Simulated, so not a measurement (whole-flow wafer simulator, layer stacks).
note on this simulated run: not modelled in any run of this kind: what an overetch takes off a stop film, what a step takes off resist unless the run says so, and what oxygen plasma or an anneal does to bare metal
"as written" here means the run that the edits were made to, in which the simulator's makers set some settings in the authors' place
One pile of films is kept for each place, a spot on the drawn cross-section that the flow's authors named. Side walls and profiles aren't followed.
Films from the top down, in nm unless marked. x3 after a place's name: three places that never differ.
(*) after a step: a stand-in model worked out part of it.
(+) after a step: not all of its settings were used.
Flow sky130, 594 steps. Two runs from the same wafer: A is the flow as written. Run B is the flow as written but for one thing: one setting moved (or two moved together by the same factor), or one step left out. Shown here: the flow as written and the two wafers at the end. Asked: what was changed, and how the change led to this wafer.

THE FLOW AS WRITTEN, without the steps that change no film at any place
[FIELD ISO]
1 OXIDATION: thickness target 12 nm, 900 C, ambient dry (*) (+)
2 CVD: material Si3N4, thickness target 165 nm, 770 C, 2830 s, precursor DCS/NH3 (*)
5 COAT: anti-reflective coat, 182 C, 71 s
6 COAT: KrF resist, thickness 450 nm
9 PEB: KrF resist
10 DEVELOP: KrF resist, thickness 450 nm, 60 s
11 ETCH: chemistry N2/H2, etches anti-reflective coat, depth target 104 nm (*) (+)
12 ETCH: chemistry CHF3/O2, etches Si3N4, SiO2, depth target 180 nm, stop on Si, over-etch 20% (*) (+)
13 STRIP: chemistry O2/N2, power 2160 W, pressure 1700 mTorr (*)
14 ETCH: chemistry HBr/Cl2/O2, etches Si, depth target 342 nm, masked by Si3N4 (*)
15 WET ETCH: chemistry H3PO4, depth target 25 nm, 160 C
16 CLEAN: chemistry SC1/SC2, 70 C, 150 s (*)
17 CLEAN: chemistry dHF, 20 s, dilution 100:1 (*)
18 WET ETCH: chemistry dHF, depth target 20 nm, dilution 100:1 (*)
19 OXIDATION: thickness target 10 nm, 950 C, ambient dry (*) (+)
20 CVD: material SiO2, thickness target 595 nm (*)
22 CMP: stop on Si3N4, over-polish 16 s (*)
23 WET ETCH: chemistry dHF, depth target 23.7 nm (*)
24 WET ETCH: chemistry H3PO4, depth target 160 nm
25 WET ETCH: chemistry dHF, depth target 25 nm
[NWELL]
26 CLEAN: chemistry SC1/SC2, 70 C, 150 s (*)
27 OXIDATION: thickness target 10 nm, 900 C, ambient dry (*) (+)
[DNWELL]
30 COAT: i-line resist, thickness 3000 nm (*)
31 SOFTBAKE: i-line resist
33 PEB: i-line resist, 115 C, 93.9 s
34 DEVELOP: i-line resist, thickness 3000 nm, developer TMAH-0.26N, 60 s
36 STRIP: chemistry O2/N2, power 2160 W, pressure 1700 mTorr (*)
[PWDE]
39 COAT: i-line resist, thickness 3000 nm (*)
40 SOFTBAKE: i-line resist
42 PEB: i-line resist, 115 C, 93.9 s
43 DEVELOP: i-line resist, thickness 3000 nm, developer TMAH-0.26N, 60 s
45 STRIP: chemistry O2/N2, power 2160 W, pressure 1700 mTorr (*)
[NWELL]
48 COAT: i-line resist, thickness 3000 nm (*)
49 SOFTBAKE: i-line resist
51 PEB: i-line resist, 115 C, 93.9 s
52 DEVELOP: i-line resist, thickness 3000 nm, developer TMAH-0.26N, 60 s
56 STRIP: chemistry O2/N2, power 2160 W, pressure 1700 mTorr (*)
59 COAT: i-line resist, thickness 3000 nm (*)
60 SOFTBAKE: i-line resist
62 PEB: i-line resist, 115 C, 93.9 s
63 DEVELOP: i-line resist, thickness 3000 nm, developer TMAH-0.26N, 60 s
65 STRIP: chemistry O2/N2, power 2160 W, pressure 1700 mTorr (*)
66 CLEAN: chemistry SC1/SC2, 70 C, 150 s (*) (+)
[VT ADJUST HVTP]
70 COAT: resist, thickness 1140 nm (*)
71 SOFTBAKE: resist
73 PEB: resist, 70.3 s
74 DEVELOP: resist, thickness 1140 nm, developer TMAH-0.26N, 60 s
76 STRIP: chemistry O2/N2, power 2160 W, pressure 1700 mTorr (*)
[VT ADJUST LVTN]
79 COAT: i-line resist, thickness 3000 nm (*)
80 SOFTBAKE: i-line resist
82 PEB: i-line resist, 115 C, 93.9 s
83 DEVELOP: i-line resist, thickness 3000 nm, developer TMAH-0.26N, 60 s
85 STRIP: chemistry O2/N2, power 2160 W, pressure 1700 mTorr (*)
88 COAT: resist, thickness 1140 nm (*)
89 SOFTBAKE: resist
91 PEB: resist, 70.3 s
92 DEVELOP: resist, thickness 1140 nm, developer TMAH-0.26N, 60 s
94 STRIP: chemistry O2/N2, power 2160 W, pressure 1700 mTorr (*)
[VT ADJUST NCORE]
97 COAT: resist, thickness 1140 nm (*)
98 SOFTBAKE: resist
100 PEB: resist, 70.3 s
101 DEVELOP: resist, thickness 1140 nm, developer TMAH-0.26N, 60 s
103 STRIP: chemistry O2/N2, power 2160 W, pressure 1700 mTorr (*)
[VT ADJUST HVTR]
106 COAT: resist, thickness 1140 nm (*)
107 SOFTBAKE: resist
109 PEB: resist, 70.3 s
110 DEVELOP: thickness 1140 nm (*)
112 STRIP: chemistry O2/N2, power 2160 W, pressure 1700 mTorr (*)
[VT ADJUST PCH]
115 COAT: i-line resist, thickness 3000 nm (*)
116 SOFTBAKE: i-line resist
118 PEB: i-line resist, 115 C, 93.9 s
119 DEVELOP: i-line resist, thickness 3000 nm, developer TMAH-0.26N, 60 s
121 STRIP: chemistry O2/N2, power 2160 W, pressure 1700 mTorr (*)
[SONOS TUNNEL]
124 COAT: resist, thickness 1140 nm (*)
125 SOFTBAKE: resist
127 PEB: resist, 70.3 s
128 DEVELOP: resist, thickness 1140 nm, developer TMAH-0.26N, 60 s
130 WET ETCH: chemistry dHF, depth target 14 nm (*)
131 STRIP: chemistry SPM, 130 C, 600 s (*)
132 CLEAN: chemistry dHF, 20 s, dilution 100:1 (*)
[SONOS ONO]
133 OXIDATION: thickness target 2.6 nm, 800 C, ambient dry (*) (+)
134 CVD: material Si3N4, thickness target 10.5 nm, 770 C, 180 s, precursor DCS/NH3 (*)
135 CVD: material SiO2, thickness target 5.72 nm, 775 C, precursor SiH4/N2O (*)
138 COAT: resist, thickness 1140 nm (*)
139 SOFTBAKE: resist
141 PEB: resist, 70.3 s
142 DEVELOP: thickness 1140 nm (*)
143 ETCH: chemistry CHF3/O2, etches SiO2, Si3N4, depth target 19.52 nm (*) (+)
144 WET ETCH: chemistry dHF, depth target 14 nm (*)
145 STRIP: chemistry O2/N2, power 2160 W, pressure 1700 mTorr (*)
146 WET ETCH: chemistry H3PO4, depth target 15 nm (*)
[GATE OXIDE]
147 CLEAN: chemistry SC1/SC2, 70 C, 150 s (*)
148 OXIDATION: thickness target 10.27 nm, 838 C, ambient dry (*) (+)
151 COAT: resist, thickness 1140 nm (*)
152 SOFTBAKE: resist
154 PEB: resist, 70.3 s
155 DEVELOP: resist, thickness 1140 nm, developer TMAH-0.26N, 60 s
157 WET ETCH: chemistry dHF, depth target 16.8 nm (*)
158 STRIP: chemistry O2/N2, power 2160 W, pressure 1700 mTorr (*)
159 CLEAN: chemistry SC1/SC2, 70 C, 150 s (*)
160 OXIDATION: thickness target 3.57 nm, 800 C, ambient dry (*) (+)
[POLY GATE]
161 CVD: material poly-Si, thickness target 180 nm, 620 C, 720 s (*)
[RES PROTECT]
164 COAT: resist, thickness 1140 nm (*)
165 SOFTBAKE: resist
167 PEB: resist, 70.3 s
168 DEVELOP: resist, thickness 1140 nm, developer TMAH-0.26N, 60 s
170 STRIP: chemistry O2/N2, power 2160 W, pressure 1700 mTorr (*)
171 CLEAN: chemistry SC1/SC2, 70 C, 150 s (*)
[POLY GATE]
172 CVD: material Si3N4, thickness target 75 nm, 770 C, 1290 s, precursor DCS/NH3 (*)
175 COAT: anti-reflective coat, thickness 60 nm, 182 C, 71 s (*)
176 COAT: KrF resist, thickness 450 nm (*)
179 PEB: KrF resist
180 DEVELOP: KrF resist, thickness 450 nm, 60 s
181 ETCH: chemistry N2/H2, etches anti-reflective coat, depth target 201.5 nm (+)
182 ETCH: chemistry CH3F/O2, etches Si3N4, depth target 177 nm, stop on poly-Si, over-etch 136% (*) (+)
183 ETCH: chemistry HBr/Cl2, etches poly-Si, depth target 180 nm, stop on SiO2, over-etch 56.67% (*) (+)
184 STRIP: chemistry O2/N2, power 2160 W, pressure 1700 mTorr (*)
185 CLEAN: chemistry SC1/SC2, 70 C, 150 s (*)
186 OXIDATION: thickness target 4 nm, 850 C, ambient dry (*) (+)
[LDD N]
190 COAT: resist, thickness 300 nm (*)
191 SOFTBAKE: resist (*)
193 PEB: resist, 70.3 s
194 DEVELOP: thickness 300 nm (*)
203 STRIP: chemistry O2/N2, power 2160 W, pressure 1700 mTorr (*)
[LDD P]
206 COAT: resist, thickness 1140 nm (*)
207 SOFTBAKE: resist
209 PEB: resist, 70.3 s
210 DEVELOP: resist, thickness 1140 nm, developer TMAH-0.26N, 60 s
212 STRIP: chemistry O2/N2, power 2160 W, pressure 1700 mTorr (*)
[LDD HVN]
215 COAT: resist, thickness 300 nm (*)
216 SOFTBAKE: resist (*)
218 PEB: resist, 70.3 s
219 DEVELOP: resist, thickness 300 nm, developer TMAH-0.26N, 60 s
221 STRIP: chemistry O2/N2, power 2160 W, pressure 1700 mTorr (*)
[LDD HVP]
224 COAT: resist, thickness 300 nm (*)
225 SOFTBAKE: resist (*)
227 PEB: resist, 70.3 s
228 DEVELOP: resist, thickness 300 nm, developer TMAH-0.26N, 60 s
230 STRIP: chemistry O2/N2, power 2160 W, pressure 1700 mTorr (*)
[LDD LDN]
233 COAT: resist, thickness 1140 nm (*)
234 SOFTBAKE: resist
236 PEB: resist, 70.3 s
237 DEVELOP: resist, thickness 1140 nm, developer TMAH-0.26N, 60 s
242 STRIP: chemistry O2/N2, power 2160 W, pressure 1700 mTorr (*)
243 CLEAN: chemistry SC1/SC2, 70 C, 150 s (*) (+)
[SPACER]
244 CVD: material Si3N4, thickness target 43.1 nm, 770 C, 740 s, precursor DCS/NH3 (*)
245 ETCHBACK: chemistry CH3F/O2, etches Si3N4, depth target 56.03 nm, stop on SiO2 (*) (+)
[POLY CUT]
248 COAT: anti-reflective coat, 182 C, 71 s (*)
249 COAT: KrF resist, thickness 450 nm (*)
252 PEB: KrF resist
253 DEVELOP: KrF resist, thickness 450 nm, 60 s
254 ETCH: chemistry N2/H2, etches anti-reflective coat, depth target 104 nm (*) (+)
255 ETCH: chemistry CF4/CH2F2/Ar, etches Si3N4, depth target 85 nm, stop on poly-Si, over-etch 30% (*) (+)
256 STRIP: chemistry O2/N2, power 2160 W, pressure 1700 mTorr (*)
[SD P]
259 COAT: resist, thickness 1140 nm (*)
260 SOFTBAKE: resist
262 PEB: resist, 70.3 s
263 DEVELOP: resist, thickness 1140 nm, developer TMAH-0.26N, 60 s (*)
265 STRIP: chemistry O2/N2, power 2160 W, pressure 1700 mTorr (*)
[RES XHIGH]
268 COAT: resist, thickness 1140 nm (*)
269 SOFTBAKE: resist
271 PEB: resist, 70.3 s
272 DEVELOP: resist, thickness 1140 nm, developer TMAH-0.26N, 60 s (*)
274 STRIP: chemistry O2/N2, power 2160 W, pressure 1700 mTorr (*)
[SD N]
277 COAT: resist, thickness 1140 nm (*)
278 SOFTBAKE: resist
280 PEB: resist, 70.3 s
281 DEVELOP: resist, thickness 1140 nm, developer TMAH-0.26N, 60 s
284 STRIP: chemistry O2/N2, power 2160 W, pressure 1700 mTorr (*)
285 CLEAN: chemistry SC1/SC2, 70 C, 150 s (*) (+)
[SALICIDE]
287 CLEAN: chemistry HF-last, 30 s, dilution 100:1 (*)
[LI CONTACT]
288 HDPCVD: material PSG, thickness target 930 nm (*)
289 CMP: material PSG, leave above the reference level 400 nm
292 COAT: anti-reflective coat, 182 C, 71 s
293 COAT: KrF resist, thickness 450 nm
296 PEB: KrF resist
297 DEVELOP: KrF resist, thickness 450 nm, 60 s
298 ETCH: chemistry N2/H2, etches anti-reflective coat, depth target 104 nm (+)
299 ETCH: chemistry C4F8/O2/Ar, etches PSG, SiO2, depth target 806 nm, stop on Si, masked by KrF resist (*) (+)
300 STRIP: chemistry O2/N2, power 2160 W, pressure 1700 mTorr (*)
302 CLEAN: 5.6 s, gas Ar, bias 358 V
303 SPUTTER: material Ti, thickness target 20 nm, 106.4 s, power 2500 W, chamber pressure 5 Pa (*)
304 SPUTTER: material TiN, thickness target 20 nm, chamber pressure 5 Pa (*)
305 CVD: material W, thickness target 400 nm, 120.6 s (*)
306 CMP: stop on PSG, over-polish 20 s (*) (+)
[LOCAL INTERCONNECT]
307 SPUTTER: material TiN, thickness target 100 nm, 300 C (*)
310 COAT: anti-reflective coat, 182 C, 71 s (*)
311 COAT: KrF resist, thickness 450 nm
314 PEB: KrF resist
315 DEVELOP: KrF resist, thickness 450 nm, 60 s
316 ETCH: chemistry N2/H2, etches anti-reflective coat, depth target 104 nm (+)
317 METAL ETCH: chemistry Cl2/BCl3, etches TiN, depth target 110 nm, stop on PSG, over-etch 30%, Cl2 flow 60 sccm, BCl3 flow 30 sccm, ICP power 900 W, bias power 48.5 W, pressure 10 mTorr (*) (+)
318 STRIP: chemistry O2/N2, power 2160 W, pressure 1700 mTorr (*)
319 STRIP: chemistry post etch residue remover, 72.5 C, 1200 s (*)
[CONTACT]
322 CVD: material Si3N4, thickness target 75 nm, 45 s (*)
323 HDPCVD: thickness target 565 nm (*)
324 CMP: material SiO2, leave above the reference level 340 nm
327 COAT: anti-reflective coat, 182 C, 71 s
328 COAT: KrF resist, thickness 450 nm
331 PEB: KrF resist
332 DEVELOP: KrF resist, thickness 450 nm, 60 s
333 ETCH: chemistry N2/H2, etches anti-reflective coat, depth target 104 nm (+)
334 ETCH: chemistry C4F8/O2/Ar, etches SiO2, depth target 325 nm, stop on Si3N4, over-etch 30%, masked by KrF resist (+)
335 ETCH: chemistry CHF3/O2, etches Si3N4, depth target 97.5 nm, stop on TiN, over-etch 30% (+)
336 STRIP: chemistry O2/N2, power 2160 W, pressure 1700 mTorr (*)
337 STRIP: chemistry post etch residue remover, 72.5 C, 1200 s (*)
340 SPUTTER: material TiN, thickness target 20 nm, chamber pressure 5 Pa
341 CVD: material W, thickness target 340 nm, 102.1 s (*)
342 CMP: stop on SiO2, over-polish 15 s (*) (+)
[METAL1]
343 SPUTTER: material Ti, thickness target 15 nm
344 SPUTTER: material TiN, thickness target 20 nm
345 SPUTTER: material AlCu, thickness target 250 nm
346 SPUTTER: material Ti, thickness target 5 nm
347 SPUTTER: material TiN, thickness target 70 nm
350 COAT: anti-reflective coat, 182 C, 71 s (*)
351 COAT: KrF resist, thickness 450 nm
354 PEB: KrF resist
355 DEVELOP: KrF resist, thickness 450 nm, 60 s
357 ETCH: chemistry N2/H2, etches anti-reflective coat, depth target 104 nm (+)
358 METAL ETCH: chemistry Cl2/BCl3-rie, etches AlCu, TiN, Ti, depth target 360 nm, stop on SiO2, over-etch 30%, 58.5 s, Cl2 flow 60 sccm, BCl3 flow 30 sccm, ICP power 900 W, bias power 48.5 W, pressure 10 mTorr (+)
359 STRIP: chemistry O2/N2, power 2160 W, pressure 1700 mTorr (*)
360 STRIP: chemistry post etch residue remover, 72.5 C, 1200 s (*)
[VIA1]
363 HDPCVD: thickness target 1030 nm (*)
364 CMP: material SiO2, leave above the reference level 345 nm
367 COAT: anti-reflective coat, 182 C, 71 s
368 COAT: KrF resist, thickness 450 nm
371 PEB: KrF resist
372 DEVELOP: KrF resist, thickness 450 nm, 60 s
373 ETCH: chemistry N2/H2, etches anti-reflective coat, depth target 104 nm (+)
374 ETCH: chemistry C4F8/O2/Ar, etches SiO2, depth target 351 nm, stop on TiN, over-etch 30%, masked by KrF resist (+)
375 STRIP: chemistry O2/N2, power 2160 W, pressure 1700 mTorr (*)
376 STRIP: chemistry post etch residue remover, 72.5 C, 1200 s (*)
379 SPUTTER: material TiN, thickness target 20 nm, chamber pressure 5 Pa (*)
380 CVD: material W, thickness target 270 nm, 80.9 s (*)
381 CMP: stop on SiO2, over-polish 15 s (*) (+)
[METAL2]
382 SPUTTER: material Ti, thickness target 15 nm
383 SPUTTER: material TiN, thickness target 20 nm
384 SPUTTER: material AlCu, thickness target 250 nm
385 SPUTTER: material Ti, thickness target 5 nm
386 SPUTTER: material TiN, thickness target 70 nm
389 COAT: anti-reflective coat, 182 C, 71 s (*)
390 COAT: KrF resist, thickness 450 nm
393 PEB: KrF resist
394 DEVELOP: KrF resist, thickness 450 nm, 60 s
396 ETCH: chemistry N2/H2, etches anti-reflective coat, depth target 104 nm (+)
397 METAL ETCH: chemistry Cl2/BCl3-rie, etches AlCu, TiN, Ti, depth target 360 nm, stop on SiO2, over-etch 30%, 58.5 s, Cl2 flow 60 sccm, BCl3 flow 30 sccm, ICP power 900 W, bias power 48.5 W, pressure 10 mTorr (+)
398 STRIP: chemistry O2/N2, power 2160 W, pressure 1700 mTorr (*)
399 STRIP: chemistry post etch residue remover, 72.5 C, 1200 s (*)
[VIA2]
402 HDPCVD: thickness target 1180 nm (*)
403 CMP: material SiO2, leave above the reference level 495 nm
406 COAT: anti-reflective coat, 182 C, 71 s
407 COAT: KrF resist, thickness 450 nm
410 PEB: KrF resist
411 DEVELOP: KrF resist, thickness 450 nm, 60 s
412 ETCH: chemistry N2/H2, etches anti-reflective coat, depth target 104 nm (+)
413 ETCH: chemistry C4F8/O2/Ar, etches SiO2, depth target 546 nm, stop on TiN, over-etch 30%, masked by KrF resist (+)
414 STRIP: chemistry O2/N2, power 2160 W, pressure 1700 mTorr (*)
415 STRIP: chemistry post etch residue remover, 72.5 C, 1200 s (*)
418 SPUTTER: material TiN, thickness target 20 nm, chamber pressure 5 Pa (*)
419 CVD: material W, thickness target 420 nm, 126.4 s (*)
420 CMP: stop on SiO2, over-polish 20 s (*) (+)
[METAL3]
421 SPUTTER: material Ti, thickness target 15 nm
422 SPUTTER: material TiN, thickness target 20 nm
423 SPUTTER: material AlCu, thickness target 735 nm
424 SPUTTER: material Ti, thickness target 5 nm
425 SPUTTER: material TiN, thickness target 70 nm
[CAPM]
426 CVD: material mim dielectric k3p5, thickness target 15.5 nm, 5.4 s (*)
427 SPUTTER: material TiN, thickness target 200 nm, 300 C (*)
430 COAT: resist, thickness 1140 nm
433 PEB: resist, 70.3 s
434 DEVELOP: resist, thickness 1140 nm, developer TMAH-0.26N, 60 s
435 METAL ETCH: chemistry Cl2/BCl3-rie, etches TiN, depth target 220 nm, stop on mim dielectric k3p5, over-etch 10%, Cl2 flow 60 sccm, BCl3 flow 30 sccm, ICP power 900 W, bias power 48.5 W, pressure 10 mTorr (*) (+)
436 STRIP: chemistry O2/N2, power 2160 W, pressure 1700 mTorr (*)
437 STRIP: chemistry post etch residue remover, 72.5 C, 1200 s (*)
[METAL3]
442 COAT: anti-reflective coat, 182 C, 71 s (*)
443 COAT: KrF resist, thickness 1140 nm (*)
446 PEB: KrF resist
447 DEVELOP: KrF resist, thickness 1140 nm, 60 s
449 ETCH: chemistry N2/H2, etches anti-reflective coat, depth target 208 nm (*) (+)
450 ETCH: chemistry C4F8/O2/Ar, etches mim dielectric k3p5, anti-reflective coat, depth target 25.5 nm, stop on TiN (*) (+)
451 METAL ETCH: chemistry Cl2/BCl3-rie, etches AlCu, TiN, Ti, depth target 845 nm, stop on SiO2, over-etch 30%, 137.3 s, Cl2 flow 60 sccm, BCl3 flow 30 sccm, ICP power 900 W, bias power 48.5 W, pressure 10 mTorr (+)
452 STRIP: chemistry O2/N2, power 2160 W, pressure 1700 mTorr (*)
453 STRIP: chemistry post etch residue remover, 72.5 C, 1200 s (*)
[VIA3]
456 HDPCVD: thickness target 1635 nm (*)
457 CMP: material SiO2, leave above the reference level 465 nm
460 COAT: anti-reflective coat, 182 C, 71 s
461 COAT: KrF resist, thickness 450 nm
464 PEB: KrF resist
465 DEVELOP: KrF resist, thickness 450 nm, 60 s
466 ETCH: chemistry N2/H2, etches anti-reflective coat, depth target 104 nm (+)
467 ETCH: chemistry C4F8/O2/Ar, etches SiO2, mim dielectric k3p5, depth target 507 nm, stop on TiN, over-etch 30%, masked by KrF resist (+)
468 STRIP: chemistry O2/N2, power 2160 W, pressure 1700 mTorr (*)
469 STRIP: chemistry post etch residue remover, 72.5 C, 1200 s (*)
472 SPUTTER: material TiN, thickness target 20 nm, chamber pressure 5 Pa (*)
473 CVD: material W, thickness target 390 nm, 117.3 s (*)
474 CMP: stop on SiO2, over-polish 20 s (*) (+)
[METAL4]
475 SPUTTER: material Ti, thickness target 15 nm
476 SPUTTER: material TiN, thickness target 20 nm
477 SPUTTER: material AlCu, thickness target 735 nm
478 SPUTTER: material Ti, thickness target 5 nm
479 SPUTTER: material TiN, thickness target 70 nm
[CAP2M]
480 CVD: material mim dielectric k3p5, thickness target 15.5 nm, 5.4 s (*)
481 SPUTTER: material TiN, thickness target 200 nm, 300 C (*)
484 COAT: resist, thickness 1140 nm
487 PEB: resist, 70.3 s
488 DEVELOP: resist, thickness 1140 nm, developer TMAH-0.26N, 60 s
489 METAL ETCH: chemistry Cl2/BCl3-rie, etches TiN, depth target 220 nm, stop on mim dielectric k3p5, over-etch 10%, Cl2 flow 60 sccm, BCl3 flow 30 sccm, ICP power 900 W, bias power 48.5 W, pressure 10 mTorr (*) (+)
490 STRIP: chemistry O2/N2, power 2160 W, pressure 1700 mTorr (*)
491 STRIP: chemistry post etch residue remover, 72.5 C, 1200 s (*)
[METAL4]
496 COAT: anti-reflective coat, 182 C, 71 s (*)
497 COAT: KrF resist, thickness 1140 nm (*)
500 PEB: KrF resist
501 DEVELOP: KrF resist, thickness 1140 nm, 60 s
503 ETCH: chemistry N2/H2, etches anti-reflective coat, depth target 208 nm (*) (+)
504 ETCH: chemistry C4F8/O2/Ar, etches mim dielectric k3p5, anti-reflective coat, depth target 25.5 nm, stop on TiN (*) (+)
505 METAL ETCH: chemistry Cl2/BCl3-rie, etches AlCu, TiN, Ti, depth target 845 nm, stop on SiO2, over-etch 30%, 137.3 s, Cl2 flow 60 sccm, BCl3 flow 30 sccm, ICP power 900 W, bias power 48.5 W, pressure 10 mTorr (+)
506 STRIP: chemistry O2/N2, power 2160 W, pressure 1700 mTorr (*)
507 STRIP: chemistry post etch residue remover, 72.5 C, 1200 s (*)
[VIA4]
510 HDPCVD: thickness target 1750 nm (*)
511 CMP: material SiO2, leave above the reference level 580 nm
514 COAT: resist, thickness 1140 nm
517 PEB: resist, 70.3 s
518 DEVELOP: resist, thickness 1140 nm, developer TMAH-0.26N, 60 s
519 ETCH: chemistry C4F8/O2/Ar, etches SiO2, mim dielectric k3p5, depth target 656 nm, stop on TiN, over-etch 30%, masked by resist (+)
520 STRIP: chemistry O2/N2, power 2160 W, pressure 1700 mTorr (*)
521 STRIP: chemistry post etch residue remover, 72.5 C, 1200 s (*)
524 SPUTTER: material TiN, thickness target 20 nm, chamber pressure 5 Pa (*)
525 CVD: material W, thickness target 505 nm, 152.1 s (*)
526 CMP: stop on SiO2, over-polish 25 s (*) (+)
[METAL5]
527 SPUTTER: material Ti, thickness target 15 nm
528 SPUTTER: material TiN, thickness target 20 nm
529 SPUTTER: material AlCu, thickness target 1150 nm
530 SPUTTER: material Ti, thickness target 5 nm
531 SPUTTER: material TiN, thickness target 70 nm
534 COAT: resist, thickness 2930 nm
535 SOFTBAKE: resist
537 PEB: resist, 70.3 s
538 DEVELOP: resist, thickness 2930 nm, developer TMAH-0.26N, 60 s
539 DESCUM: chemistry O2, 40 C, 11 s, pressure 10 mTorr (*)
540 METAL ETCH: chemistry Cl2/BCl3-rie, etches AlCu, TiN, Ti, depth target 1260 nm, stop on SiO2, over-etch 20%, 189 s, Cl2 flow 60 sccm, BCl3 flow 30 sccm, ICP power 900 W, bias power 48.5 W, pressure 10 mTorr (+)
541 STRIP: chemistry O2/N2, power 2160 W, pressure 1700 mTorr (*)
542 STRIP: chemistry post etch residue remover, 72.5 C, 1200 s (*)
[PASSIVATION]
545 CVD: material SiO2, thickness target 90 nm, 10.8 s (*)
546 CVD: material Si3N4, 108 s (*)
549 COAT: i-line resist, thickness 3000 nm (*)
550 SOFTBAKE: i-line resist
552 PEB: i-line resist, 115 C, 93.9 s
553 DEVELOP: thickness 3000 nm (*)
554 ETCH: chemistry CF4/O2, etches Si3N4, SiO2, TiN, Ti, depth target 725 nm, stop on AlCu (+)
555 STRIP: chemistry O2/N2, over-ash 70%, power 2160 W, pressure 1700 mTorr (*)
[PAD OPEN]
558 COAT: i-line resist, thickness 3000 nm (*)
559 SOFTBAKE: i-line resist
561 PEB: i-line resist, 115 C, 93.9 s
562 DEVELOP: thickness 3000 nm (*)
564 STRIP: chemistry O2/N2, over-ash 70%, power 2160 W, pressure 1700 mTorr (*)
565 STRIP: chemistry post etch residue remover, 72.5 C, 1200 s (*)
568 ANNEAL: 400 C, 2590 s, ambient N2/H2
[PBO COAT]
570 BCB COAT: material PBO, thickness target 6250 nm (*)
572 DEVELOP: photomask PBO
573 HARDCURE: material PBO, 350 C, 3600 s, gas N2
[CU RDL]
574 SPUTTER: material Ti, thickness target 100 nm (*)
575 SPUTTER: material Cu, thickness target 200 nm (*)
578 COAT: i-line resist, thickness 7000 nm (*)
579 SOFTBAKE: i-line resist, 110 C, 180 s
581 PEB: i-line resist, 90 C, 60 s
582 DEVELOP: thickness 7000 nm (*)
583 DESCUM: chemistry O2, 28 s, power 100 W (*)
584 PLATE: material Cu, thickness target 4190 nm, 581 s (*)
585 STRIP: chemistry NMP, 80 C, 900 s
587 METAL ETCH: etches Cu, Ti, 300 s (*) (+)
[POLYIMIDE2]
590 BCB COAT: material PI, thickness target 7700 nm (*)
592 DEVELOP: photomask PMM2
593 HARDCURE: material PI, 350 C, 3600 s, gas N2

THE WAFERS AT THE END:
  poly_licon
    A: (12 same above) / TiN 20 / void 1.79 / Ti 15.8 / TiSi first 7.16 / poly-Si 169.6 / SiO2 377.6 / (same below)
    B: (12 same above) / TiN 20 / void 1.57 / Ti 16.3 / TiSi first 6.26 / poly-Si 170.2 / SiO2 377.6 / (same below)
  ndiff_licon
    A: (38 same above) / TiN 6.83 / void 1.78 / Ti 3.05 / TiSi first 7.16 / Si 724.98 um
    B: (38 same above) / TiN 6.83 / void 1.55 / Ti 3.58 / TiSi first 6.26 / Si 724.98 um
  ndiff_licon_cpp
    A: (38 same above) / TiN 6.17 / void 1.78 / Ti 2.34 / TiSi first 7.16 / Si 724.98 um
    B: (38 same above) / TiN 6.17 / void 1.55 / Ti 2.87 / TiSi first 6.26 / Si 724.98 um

The cause: step 568, ANNEAL: 1684 s was run, where the flow has 2590 s.

How the change led to this, step by step:
  568 ANNEAL: 400 C, 2590 s, ambient N2/H2
      poly_licon, rpo_hd_licon: A under 11 films: void +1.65 (new film), Ti -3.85, TiSi first +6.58 (new film), poly-Si -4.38 | B under 11 films: void +1.4 (new film), Ti -3.27, TiSi first +5.59 (new film), poly-Si -3.72
      ndiff_licon, ndiff_licon_cpp: A under 37 films: void +1.63 (new film), Ti -3.85, TiSi first +6.58 (new film), Si -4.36 | B under 37 films: void +1.39 (new film), Ti -3.27, TiSi first +5.59 (new film), Si -3.7
